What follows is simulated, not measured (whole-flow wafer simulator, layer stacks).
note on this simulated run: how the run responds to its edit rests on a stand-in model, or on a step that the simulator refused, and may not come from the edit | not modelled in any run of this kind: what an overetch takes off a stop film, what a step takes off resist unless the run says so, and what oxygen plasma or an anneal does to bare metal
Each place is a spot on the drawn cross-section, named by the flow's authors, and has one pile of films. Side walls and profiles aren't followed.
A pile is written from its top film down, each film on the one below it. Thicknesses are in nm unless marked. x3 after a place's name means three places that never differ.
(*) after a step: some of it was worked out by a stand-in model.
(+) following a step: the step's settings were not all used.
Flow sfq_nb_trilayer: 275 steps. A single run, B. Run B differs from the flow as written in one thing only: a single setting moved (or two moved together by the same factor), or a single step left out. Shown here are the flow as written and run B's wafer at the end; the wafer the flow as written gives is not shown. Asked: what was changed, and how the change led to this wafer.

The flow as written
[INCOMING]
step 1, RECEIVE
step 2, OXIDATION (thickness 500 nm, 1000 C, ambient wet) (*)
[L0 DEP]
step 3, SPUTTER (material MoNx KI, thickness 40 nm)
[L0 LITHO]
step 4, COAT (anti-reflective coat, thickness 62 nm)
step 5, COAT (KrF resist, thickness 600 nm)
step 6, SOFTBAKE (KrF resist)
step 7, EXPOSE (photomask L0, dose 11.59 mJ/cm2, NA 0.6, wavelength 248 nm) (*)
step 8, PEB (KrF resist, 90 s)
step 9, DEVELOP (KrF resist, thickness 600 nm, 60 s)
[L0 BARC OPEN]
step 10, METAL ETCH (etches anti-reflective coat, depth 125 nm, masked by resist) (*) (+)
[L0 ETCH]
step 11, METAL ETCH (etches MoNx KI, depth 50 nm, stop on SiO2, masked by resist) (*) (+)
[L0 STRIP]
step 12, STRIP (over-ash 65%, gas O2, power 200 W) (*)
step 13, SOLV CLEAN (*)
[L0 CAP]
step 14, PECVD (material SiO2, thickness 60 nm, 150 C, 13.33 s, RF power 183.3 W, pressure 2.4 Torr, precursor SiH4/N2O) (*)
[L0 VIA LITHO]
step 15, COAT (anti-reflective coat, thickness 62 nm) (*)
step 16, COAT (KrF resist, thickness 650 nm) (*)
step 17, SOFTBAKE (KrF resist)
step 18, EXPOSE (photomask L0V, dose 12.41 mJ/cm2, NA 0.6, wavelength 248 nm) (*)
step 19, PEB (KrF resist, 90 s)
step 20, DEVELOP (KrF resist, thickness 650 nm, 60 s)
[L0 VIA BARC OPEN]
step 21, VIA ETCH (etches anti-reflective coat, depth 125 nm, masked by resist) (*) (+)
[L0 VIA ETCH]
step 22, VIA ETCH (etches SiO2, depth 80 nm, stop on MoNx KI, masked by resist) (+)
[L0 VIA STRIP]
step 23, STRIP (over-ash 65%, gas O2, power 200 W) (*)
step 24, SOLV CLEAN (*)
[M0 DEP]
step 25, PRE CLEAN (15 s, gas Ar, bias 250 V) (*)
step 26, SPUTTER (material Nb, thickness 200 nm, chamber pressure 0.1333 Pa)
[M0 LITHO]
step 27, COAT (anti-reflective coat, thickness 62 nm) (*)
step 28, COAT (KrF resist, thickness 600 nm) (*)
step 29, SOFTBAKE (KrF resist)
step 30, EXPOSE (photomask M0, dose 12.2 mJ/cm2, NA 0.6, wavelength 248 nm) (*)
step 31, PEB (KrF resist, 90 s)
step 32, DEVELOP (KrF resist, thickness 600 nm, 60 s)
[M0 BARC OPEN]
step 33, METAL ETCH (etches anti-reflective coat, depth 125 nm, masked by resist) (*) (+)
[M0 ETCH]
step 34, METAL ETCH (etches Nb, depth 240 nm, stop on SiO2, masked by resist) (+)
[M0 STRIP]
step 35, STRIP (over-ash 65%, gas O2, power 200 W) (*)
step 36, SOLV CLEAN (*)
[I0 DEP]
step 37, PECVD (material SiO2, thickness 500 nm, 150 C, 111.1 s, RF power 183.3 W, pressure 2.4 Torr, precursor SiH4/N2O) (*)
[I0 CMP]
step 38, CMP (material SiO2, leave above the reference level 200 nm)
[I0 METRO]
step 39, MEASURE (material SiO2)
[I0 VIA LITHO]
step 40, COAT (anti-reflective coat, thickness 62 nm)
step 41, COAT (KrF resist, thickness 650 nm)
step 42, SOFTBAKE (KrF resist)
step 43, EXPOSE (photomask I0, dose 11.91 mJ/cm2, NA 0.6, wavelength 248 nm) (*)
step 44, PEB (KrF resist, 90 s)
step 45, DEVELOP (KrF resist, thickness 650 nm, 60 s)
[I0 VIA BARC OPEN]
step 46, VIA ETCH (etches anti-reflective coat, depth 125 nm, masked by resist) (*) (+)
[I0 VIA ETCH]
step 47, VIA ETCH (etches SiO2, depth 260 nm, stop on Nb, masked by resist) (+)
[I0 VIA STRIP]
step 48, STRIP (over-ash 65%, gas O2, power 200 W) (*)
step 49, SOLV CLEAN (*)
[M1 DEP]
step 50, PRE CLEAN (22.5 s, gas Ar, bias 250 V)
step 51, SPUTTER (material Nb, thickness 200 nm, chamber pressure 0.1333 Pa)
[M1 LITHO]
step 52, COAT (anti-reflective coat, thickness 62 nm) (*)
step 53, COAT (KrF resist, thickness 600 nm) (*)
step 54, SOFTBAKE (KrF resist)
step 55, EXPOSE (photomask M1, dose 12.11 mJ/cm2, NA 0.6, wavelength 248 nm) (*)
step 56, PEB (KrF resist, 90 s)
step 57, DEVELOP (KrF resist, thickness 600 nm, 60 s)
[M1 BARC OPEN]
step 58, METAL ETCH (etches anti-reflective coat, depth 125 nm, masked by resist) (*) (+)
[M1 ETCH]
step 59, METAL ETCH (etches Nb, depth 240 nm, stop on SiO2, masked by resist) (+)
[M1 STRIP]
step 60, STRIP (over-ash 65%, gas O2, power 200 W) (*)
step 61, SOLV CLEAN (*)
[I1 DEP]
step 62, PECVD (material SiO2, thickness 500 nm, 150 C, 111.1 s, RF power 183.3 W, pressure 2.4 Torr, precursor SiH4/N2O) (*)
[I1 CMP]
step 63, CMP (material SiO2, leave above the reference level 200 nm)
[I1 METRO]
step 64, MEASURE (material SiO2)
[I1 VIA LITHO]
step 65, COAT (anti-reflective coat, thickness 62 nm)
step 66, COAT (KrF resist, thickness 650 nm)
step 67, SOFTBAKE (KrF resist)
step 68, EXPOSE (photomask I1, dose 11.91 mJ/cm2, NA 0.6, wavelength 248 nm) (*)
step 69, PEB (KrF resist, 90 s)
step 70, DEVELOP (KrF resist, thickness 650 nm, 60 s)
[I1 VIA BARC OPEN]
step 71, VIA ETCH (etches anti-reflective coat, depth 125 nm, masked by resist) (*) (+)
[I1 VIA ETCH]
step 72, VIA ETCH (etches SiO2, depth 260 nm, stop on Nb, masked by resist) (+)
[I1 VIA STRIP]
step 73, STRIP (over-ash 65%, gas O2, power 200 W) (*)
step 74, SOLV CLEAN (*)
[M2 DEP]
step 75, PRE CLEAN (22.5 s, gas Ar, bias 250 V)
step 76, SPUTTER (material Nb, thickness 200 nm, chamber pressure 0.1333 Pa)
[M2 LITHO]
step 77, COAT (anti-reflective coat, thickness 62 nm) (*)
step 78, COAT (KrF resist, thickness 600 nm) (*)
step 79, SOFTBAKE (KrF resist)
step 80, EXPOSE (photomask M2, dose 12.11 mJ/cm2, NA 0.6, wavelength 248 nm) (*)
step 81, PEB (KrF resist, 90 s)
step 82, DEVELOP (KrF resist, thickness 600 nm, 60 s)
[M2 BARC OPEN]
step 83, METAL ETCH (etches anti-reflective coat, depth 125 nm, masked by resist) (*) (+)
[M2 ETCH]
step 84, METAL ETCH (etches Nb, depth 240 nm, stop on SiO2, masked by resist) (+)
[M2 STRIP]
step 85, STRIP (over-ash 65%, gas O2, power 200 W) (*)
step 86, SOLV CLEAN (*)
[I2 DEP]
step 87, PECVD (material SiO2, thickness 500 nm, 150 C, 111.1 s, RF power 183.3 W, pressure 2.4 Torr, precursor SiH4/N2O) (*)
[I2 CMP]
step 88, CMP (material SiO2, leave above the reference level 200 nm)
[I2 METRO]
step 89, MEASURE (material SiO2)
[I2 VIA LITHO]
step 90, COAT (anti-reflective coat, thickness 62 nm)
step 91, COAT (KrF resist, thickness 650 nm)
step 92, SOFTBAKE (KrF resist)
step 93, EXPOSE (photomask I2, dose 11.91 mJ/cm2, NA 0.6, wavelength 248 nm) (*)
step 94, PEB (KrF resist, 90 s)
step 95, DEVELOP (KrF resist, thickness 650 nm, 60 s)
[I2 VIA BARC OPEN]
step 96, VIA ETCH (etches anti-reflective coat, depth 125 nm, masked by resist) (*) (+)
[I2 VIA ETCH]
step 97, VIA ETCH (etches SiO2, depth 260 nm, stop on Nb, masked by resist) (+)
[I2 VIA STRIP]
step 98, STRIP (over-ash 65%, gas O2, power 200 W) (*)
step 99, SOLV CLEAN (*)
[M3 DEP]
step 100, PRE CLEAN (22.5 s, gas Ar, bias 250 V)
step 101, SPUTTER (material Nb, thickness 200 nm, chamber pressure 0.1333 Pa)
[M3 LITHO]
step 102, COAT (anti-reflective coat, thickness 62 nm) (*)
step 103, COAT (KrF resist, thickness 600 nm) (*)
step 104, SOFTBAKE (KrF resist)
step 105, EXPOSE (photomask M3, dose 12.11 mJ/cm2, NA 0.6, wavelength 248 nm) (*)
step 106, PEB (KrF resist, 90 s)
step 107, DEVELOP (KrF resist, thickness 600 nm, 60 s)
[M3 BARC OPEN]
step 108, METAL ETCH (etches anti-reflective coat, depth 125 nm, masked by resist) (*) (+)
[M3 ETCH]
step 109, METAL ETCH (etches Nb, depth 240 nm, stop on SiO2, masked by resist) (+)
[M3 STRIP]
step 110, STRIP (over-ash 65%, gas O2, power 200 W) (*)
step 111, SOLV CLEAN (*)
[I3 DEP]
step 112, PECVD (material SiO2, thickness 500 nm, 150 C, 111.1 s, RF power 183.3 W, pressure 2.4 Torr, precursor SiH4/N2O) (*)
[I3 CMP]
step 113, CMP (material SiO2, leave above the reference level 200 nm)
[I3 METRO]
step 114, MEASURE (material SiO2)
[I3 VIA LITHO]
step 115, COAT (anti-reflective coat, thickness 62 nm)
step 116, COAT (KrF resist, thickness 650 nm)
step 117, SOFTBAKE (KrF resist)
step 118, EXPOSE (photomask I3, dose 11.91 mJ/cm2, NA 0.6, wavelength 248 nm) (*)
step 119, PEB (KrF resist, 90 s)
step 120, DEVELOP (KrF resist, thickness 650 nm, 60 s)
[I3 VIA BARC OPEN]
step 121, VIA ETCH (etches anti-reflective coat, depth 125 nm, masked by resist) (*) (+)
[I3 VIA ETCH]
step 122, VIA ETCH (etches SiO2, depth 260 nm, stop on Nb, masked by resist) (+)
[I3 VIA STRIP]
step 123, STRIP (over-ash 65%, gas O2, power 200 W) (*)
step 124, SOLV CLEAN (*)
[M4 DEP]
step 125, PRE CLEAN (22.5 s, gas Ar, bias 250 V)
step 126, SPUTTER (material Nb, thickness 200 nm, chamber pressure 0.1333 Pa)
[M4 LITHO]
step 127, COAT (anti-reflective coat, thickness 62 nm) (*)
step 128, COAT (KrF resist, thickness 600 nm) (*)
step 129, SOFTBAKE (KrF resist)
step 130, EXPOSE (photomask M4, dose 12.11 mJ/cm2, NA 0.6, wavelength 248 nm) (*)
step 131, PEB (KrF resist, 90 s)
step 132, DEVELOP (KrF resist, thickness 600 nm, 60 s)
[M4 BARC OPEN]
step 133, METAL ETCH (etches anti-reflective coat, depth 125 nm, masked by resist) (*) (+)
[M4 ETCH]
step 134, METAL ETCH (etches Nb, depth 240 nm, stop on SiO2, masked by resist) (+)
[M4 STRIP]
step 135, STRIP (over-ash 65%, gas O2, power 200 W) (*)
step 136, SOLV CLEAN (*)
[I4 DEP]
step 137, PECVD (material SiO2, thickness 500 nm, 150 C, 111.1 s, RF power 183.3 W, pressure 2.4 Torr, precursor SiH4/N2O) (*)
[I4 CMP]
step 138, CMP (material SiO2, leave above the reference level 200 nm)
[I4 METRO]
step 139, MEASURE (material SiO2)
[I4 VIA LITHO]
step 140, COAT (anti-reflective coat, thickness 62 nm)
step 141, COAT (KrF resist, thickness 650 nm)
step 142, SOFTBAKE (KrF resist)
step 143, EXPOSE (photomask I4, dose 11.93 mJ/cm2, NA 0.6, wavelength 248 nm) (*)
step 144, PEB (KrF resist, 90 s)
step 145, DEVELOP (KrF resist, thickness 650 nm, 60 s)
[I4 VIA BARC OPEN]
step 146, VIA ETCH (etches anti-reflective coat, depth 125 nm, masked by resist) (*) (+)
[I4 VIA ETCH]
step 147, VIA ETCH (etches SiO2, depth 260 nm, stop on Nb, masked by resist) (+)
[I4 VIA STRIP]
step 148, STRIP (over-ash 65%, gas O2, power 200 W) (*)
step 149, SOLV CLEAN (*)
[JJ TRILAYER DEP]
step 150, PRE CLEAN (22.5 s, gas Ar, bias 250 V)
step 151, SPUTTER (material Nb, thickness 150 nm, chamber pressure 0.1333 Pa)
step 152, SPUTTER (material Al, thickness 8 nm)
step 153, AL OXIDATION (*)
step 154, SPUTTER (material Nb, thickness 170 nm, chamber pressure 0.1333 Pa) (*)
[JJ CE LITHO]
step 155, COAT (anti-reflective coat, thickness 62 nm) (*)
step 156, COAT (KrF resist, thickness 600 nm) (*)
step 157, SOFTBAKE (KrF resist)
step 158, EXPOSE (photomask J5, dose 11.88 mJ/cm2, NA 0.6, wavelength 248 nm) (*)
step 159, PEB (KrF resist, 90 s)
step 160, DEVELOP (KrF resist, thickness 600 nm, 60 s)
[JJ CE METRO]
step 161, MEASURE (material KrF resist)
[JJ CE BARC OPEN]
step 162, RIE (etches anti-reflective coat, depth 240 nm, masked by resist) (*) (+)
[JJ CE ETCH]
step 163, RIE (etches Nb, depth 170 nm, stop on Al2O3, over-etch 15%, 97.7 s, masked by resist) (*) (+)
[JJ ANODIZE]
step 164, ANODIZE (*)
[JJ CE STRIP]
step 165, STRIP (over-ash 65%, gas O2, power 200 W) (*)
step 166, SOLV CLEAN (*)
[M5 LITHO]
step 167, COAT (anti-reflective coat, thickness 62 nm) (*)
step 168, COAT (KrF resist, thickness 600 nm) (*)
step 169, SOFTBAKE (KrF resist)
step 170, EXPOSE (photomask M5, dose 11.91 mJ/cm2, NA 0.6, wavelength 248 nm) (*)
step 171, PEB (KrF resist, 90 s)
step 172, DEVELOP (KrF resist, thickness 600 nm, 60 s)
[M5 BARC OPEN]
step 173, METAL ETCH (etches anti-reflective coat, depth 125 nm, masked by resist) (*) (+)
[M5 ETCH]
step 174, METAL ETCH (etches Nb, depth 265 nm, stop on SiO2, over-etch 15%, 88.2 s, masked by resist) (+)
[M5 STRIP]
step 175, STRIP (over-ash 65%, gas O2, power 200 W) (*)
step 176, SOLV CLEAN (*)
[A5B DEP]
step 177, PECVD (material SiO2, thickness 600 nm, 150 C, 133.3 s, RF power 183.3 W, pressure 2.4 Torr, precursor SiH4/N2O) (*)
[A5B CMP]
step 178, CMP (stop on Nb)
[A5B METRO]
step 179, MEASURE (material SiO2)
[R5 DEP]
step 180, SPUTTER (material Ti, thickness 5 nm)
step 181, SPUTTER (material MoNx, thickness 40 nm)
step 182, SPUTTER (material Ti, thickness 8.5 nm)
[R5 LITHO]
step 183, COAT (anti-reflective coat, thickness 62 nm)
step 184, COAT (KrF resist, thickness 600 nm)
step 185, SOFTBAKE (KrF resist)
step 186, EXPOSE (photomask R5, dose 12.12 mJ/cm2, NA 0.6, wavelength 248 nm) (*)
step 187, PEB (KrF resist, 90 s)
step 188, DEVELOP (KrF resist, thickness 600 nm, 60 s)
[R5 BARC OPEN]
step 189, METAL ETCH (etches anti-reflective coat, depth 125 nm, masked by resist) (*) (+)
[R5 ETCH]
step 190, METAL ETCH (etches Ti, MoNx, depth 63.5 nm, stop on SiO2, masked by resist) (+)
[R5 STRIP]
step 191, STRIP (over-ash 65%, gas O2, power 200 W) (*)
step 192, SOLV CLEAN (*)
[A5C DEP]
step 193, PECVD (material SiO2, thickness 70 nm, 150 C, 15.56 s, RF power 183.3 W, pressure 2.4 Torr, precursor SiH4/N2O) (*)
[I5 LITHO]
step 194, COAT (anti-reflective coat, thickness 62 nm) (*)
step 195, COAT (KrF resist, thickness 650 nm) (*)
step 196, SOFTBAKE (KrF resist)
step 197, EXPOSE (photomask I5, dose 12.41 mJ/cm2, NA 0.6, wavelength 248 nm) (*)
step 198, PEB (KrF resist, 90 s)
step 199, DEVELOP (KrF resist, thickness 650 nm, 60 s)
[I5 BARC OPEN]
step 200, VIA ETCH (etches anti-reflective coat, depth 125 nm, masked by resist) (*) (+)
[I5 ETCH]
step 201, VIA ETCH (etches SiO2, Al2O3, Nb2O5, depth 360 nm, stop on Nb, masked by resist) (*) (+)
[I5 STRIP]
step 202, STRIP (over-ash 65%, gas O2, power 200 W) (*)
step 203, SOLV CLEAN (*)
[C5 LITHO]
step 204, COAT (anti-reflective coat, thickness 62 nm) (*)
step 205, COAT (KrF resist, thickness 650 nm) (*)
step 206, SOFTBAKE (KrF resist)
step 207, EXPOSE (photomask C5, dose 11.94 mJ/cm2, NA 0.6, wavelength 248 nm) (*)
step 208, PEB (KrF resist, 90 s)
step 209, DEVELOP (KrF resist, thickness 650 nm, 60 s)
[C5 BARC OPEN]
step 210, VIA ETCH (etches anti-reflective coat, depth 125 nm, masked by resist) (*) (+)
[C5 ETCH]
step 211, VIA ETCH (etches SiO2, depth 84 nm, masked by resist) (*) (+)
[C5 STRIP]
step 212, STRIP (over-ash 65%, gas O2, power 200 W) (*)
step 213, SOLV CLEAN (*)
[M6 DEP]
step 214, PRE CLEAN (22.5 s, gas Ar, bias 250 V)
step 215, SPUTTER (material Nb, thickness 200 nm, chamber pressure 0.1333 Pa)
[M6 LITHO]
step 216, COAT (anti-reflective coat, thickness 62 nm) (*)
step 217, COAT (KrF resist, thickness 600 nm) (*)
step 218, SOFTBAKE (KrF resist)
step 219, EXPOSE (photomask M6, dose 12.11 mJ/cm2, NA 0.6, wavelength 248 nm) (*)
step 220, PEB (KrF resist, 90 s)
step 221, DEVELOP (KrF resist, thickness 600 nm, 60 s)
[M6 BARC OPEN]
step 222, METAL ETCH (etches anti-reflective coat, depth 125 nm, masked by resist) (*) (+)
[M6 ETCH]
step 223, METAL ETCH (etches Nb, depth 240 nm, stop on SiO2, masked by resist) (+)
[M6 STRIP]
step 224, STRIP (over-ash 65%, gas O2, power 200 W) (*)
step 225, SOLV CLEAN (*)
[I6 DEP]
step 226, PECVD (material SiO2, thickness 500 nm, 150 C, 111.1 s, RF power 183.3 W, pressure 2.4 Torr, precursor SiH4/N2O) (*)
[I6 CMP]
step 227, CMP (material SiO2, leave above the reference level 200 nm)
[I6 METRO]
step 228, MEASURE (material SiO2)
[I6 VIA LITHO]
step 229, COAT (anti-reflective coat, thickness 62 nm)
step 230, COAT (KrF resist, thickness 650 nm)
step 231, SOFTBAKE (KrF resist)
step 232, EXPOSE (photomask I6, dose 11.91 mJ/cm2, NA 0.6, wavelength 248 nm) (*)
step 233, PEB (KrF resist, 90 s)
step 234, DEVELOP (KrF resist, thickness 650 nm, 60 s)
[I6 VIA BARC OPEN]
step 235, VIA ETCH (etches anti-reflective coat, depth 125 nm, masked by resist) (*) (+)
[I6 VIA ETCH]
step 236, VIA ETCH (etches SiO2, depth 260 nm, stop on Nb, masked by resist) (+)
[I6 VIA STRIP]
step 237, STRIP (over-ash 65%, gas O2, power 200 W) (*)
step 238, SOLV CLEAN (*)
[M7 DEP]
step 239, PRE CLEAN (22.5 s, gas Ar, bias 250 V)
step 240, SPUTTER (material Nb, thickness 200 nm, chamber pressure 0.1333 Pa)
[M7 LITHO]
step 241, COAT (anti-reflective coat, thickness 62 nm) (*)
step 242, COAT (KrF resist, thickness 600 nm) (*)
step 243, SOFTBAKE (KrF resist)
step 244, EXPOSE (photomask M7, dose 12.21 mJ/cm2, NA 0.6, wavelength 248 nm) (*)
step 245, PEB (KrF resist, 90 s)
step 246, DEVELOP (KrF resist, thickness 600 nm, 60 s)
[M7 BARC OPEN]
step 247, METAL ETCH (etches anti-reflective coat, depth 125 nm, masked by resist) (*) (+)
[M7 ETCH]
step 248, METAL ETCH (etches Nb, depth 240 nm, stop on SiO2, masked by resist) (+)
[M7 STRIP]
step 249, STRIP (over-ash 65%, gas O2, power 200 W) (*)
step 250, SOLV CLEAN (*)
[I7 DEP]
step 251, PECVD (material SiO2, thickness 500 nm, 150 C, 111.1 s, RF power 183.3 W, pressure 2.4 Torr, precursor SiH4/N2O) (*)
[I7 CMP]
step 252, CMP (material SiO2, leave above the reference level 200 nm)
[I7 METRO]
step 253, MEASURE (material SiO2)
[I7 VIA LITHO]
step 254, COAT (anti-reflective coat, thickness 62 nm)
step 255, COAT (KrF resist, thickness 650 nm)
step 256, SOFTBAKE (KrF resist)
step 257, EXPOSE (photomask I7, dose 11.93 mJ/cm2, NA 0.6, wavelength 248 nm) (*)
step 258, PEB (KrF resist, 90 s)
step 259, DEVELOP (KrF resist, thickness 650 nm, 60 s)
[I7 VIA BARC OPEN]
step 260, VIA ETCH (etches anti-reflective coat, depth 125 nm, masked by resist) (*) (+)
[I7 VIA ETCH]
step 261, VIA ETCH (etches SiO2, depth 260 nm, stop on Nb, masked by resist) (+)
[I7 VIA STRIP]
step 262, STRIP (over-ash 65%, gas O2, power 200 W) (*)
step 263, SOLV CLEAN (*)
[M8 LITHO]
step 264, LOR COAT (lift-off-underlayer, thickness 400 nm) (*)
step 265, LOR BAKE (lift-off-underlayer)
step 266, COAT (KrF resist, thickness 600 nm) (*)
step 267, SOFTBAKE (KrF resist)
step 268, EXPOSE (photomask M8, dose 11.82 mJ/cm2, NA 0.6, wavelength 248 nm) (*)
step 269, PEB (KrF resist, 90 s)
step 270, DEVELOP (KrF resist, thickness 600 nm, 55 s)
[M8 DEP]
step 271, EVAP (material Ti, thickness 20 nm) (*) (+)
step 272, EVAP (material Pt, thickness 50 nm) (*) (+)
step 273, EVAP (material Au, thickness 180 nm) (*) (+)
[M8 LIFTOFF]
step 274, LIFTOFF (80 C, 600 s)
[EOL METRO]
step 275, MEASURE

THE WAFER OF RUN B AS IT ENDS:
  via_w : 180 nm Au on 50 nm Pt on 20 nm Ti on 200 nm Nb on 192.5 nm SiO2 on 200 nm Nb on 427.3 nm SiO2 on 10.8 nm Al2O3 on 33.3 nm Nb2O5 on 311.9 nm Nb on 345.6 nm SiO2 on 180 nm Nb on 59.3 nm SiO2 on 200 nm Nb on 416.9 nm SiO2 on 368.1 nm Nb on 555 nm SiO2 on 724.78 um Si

What caused this: step 97, VIA ETCH: depth 133 nm was run, whereas the flow has depth 260 nm.

The path from the change to this, step by step:
  step 97, VIA ETCH (etches SiO2, depth 260 nm, stop on Nb, masked by resist) (+)
      via_w: SiO2 loses 133 (as written it would have been: SiO2 loses 199.8 (all of it))
      field_l, v_sur, via_wl and 102 more: KrF resist loses 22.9 (as written it would have been: KrF resist loses 44.8)
  step 98, STRIP (over-ash 65%, gas O2, power 200 W) (*)
      field_l, v_sur, via_wl and 102 more: KrF resist loses 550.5 (all of it), anti-reflective coat loses 62 (all of it) (as written it would have been: KrF resist loses 528.6 (all of it), anti-reflective coat loses 62 (all of it))
  step 100, PRE CLEAN (22.5 s, gas Ar, bias 250 V)
      via_w: SiO2 loses 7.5 (as written it would have been: Nb loses 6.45)
  step 101, SPUTTER (material Nb, thickness 200 nm, chamber pressure 0.1333 Pa)
      via_w: Nb gains 180 (new film) (as written it would have been: Nb gains 165.5)
  step 102, COAT (anti-reflective coat, thickness 62 nm) (*)
      via_wl, via_wr: anti-reflective coat gains 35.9 (new film) (as written it would have been: anti-reflective coat gains 34.2 (new film))
      via_w: anti-reflective coat gains 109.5 (new film) (as written it would have been: anti-reflective coat gains 124.8 (new film))
  step 103, COAT (KrF resist, thickness 600 nm) (*)
      via_w: KrF resist gains 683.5 (new film) (as written it would have been: KrF resist gains 737.9 (new film))
  step 110, STRIP (over-ash 65%, gas O2, power 200 W) (*)
      via_wl, via_wr: KrF resist loses 390.7 (all of it), anti-reflective coat loses 35.9 (all of it) (as written it would have been: KrF resist loses 384.2 (all of it), anti-reflective coat loses 34.2 (all of it))
      via_w: KrF resist loses 465.7 (all of it), anti-reflective coat loses 109.5 (all of it) (as written it would have been: KrF resist loses 520 (all of it), anti-reflective coat loses 124.8 (all of it))
  step 112, PECVD (material SiO2, thickness 500 nm, 150 C, 111.1 s, RF power 183.3 W, pressure 2.4 Torr, precursor SiH4/N2O) (*)
      via_w: SiO2 gains 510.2 (new film) (as written it would have been: SiO2 gains 615 (new film))
  step 113, CMP (material SiO2, leave above the reference level 200 nm)
      via_w: SiO2 loses 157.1 (as written it would have been: SiO2 loses 181.6)
If metal films that touch count as one body, via_w has 6 bodies (between them, from the top down: SiO2 192.5; SiO2 427.3 / Al2O3 10.8 / Nb2O5 33.3; SiO2 345.6; SiO2 59.3; SiO2 416.9); the flow as written gives 5 bodies (between them, from the top down: SiO2 192.5; SiO2 427.3 / Al2O3 10.8 / Nb2O5 33.3; SiO2 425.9; SiO2 416.9).
